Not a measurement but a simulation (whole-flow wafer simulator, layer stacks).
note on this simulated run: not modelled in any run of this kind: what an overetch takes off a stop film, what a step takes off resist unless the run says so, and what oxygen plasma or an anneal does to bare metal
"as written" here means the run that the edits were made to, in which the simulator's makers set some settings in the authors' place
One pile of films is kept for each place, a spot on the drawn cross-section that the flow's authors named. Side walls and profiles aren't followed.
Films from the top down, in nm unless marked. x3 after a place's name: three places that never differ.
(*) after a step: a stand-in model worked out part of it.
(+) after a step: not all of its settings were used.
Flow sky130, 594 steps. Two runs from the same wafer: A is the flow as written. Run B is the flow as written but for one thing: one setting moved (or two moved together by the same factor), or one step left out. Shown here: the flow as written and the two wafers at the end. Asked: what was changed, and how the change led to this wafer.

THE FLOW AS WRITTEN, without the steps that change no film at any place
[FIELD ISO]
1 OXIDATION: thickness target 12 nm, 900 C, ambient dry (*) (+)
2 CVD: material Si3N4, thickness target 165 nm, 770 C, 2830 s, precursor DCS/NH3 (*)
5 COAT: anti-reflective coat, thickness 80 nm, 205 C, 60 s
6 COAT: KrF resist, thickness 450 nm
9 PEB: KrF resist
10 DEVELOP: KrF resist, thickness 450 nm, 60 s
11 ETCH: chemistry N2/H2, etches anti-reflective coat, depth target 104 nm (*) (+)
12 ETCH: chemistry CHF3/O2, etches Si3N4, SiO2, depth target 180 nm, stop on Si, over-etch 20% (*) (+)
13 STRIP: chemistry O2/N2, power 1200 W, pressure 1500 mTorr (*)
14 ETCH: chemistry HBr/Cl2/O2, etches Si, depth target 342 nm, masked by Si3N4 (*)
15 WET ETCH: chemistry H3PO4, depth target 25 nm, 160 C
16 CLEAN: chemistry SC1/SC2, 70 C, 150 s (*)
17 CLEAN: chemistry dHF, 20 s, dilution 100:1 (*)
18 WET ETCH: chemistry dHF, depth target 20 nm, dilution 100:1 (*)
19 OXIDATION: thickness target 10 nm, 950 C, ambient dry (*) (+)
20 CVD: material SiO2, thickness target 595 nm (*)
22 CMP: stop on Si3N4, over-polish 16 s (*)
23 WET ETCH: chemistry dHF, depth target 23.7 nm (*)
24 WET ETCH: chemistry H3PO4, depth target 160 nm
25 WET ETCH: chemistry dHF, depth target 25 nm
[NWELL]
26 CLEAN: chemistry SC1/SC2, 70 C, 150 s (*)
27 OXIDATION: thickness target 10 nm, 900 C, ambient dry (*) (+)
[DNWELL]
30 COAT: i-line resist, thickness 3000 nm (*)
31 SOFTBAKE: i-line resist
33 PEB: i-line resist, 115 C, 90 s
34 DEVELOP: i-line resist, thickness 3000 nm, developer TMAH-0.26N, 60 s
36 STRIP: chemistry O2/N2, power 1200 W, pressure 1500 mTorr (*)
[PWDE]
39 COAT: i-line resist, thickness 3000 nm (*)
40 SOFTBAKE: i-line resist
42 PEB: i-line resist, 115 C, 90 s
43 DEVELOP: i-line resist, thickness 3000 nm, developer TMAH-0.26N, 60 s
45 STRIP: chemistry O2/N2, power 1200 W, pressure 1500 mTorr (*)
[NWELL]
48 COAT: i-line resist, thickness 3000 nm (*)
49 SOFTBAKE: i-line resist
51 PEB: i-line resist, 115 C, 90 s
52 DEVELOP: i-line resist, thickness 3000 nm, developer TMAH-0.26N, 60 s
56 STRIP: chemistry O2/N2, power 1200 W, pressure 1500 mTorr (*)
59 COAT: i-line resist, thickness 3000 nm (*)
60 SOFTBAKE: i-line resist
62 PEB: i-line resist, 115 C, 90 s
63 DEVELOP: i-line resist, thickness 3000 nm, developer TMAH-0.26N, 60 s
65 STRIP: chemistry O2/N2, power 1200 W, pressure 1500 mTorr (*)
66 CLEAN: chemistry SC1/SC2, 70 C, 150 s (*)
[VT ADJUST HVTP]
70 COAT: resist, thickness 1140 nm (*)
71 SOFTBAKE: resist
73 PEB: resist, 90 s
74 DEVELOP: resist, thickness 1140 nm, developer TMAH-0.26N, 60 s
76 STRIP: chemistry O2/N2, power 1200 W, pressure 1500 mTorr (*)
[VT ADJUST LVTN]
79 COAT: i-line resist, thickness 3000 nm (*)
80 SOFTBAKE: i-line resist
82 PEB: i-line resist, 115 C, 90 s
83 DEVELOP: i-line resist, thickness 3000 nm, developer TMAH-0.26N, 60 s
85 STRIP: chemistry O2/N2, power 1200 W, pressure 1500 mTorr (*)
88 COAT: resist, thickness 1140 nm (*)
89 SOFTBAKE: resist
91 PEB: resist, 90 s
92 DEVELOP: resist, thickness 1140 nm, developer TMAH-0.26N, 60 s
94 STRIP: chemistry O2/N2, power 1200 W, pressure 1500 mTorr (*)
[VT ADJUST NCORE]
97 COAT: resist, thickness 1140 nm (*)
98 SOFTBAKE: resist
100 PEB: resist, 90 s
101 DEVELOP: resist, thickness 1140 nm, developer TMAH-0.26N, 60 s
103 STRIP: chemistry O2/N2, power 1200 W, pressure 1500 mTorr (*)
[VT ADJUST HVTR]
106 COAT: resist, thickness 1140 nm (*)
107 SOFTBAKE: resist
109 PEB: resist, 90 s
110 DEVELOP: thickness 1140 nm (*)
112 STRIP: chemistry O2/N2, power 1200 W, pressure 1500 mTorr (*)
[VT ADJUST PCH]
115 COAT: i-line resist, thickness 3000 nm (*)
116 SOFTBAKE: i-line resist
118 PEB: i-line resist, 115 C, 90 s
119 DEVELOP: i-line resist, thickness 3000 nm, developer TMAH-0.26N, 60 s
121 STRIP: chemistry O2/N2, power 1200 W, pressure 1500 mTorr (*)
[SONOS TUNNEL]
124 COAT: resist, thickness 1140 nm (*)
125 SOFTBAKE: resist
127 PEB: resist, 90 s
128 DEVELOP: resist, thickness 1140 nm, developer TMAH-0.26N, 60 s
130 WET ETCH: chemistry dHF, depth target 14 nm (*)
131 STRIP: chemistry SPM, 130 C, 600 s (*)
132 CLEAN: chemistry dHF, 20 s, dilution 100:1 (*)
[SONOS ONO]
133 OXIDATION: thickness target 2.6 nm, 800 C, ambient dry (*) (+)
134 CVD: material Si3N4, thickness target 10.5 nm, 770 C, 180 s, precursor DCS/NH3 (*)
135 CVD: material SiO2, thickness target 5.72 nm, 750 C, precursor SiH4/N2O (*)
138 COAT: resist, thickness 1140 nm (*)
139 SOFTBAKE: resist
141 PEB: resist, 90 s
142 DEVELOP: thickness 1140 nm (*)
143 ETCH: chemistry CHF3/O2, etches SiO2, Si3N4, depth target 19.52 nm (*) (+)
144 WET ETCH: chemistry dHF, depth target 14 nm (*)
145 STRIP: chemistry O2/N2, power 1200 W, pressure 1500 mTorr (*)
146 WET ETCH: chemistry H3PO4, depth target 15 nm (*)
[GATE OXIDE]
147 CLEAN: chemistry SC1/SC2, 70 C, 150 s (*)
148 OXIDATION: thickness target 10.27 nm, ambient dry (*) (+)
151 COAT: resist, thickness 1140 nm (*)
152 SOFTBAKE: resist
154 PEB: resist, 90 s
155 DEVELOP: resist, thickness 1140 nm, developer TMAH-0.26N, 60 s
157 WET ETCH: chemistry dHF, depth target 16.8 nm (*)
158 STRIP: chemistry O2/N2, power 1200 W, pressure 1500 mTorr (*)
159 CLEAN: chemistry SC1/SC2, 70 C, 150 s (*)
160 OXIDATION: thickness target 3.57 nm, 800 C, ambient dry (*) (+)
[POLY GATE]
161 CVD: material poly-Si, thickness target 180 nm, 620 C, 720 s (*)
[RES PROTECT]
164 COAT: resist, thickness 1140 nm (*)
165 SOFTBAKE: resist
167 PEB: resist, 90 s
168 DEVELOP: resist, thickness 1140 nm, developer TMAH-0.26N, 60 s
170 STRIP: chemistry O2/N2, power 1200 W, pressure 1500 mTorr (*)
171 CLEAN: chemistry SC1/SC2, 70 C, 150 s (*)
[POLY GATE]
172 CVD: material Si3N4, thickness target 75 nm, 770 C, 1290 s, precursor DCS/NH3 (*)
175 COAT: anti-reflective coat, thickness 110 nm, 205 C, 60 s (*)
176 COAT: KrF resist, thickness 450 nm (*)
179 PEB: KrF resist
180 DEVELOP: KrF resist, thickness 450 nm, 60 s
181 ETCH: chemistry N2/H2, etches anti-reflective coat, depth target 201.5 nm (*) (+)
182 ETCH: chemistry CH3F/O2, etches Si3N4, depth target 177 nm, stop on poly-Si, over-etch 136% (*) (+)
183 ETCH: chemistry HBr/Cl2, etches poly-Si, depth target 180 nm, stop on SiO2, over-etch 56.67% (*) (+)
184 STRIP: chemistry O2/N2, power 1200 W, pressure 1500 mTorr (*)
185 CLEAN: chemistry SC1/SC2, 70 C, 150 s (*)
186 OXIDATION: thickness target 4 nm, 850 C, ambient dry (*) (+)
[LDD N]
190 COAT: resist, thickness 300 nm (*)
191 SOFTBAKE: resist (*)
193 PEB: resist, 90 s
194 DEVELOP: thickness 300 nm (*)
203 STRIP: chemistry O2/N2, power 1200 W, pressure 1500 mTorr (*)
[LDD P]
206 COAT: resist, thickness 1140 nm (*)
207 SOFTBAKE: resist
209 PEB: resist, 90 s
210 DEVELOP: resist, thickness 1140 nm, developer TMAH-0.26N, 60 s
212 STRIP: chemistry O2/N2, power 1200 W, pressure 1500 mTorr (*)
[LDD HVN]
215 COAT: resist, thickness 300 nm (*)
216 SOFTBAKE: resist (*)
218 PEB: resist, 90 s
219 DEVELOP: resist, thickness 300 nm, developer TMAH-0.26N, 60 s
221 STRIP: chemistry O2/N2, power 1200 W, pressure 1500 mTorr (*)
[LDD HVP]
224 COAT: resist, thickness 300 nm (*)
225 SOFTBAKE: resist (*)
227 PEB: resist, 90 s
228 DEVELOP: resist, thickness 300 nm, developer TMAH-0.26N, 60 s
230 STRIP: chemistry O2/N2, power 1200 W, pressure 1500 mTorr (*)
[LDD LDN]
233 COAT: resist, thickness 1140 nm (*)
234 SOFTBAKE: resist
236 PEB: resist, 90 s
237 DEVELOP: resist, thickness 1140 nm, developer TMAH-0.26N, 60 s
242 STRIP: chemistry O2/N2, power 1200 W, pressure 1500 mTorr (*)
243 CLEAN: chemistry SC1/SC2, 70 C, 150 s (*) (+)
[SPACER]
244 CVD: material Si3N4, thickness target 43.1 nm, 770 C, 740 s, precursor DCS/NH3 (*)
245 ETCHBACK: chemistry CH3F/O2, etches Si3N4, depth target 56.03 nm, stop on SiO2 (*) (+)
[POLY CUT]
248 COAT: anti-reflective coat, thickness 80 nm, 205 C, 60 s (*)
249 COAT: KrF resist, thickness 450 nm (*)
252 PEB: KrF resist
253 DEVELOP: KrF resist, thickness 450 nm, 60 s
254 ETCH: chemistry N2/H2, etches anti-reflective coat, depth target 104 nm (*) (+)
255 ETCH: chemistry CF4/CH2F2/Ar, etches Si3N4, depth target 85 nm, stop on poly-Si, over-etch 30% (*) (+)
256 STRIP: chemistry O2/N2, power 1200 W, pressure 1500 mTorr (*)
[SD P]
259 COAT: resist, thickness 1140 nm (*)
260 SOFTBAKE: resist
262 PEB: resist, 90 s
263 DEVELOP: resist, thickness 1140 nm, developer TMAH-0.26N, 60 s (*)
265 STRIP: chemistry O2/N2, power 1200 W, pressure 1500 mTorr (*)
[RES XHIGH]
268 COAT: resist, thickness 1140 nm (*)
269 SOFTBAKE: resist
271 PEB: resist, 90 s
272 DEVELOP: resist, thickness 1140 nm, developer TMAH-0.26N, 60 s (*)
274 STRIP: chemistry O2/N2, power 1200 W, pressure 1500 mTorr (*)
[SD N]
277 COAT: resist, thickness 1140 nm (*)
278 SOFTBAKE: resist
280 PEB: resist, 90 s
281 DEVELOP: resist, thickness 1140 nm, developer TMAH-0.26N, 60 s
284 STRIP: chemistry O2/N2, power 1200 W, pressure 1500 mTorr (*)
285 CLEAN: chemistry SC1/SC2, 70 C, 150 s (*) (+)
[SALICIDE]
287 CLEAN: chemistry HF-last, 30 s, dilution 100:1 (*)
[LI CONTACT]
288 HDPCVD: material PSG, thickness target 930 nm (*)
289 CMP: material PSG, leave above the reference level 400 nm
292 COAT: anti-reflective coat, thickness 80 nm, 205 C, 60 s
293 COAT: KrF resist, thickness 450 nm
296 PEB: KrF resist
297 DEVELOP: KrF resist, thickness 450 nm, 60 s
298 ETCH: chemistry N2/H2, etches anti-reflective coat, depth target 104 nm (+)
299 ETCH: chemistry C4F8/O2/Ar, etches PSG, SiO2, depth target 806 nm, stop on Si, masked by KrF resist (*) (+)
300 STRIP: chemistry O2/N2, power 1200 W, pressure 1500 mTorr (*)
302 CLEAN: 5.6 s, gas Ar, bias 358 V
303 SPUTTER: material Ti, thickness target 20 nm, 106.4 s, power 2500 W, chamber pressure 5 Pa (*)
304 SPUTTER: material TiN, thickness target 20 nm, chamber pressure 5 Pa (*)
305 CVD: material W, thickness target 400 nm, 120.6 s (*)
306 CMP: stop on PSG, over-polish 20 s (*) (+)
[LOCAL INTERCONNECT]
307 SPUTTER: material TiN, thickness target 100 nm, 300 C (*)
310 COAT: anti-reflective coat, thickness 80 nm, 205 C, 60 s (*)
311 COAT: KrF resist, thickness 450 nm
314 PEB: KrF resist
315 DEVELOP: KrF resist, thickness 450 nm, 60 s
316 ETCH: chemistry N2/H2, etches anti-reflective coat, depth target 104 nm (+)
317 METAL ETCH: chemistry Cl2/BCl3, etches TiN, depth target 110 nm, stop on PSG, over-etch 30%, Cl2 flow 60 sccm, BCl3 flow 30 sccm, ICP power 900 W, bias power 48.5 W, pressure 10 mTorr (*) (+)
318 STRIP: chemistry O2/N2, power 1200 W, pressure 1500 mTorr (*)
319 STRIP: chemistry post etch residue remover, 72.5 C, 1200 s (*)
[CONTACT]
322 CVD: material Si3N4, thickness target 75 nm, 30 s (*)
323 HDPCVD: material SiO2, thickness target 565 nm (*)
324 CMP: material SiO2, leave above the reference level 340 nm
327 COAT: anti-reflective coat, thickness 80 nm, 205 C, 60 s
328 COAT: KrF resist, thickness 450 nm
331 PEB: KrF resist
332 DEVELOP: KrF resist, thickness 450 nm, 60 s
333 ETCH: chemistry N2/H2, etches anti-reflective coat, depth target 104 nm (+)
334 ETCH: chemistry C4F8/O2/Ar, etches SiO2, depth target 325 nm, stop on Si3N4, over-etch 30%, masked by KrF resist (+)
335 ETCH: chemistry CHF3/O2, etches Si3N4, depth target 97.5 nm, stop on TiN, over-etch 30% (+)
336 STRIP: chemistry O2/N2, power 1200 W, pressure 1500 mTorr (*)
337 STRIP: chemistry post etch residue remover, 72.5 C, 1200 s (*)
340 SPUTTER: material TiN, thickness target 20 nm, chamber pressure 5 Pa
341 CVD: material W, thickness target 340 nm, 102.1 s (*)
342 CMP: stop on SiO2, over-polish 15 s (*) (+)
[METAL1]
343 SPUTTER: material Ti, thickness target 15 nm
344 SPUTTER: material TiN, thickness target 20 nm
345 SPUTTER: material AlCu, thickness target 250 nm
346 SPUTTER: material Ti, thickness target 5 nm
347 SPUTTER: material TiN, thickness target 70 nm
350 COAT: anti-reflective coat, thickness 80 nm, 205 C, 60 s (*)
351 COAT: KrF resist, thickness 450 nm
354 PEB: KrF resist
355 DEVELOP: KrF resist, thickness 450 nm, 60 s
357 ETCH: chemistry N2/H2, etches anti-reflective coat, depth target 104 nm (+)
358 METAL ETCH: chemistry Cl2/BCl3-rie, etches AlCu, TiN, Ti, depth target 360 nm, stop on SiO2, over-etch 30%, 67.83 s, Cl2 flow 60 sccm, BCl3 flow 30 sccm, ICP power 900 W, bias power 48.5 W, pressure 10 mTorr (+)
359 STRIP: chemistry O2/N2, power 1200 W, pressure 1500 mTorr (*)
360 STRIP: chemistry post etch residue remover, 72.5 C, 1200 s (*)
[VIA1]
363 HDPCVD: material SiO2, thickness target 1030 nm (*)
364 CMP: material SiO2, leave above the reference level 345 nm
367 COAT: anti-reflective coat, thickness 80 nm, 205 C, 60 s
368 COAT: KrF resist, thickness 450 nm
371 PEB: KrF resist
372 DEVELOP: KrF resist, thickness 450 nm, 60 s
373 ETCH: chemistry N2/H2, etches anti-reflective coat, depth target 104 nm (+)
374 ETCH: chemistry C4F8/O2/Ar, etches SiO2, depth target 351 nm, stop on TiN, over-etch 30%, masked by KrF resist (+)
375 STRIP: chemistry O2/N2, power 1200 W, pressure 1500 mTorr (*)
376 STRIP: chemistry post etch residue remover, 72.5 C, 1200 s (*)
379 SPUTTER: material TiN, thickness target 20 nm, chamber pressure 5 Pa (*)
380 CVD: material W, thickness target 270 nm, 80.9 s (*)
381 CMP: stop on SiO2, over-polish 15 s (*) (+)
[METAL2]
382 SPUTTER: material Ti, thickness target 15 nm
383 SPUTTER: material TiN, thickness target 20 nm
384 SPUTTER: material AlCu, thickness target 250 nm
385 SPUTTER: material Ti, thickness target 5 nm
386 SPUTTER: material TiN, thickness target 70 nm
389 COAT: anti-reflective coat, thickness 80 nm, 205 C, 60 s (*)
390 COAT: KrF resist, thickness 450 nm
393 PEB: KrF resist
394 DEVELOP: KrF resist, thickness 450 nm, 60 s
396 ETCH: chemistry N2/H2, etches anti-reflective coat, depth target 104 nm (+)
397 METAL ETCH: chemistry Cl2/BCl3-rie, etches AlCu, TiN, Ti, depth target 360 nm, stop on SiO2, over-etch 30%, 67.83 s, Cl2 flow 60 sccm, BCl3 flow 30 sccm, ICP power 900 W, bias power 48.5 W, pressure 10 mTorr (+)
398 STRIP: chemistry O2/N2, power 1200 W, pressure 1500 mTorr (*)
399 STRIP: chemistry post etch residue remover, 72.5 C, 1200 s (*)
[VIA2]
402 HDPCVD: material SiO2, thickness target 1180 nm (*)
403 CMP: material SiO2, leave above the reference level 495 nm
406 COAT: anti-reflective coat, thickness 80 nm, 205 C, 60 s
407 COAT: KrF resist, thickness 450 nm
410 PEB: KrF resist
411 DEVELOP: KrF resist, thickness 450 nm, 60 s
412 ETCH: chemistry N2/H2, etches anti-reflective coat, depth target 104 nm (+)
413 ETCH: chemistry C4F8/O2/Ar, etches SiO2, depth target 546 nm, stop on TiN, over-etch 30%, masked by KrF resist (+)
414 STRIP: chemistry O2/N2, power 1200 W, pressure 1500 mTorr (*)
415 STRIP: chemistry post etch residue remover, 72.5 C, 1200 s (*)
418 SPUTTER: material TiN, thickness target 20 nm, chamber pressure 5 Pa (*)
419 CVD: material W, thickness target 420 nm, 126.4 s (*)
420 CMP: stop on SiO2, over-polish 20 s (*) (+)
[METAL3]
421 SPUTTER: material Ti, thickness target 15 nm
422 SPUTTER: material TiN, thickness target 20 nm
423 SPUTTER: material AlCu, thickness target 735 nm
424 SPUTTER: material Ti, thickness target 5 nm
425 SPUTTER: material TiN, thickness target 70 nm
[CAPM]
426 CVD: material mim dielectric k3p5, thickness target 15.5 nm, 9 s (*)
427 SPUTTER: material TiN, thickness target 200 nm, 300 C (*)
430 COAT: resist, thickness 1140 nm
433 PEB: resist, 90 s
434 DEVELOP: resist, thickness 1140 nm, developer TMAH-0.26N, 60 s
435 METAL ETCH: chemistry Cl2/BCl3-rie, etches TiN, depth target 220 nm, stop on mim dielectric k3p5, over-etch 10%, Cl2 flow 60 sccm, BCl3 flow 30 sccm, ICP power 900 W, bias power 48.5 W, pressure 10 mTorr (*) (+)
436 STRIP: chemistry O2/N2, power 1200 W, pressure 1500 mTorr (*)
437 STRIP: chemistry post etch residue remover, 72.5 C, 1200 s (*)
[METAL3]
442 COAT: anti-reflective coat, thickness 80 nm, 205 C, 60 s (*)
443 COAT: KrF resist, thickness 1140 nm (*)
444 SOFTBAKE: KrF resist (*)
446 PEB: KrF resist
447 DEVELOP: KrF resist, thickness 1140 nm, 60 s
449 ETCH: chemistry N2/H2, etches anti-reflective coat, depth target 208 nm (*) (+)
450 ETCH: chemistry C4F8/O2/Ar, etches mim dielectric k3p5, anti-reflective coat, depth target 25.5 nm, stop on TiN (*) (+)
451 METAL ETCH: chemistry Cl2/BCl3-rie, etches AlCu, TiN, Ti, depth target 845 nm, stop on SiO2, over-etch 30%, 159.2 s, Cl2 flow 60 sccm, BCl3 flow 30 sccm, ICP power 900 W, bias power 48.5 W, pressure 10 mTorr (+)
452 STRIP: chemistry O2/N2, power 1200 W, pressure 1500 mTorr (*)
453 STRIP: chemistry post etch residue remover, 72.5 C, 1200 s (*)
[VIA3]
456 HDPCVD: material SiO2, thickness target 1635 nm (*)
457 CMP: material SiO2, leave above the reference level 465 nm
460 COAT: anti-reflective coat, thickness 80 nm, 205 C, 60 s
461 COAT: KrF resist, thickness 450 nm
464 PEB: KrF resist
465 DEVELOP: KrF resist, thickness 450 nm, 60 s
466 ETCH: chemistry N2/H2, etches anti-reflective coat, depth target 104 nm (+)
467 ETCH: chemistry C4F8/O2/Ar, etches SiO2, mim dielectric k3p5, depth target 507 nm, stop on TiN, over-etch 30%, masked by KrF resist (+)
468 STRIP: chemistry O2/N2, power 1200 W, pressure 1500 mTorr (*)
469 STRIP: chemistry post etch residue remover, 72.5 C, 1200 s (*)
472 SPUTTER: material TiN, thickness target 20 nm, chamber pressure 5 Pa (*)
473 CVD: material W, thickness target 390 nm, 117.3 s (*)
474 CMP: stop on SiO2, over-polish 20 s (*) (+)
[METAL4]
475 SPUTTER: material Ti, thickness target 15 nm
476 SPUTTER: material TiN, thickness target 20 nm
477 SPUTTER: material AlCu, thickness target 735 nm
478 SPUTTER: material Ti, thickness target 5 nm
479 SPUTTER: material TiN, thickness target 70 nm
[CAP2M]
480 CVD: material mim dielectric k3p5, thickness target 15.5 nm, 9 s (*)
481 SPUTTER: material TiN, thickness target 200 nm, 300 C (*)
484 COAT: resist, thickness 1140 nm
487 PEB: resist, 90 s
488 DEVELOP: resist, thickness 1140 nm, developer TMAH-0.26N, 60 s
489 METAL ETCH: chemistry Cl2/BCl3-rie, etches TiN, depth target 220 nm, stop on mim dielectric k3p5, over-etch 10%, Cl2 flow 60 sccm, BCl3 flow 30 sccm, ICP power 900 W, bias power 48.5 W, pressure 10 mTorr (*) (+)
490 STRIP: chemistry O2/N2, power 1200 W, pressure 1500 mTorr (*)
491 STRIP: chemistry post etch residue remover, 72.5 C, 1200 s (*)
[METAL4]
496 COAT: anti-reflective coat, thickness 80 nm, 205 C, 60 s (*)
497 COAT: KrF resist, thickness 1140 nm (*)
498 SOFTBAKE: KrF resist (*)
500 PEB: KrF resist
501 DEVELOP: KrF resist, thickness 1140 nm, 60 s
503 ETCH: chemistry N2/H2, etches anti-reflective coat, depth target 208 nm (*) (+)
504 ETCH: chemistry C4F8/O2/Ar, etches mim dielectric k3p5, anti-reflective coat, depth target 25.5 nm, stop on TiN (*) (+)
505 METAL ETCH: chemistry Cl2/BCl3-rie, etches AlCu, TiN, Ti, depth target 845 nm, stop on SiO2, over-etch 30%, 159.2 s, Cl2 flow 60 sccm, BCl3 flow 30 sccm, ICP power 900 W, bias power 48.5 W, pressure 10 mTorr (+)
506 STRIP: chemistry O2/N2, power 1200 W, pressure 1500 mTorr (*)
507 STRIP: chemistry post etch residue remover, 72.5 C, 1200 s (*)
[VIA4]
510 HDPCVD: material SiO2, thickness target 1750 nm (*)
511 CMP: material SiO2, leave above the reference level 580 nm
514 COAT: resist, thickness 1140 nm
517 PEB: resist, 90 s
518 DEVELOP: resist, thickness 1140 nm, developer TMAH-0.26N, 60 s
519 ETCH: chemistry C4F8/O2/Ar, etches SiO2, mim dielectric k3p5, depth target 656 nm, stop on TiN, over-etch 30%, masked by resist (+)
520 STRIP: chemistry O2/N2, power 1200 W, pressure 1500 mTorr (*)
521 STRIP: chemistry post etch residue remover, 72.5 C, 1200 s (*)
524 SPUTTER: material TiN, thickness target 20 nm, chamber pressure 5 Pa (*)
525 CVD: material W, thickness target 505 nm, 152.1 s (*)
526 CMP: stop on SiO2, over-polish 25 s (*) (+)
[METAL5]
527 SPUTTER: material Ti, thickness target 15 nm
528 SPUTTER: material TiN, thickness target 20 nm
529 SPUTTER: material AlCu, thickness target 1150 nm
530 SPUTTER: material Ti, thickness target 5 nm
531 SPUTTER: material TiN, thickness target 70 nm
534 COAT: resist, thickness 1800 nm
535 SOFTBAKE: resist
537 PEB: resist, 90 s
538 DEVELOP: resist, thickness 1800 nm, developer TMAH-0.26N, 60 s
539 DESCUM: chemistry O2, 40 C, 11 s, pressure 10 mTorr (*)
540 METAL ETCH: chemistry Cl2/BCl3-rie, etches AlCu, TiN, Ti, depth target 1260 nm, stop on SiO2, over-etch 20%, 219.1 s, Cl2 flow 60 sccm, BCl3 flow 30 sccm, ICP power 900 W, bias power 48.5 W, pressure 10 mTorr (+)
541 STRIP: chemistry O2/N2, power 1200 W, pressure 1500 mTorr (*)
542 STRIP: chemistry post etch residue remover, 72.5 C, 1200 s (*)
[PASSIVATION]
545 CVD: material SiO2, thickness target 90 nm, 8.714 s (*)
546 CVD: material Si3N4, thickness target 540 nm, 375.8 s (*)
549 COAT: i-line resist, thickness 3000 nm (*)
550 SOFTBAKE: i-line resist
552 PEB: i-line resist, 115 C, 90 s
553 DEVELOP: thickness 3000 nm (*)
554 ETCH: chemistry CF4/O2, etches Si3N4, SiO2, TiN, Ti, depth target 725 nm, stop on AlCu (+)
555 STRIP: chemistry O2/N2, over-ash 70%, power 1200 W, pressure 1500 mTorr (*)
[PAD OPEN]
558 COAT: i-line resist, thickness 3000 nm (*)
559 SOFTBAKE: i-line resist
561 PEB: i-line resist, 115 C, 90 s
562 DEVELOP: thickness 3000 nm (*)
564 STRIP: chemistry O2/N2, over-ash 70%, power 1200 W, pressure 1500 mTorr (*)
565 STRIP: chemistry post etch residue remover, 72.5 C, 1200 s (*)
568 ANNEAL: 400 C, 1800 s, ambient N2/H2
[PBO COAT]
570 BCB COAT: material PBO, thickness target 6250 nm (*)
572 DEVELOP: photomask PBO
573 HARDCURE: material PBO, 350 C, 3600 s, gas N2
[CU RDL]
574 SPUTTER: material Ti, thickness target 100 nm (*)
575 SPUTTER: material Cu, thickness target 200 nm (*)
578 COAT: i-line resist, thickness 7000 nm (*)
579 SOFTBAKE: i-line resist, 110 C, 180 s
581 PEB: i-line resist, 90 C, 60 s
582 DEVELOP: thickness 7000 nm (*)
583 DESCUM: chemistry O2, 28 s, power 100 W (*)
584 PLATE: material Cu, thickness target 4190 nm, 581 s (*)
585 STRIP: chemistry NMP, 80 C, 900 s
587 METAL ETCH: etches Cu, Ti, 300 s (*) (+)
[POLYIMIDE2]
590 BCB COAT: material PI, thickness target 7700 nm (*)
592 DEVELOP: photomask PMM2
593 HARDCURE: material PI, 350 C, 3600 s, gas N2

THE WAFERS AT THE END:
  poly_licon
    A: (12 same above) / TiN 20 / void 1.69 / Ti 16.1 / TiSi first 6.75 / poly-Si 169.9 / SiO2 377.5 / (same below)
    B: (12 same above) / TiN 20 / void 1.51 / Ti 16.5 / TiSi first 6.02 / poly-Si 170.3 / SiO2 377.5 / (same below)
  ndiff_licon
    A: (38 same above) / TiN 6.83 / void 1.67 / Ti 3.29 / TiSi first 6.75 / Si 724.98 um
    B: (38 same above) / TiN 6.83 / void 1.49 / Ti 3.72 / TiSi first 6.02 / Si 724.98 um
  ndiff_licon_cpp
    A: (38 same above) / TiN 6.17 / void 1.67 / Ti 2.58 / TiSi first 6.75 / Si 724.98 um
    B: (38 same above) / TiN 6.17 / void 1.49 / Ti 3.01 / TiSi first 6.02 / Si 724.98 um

The cause: step 568, ANNEAL: 1102 s was run, where the flow has 1800 s.

How the change led to this, step by step:
  568 ANNEAL: 400 C, 1800 s, ambient N2/H2
      poly_licon, rpo_hd_licon: A under 11 films: void +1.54 (new film), Ti -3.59, TiSi first +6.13 (new film), poly-Si -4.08 | B under 11 films: void +1.33 (new film), Ti -3.11, TiSi first +5.32 (new film), poly-Si -3.54
      ndiff_licon, ndiff_licon_cpp: A under 37 films: void +1.52 (new film), Ti -3.59, TiSi first +6.13 (new film), Si -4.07 | B under 37 films: void +1.32 (new film), Ti -3.11, TiSi first +5.32 (new film), Si -3.53
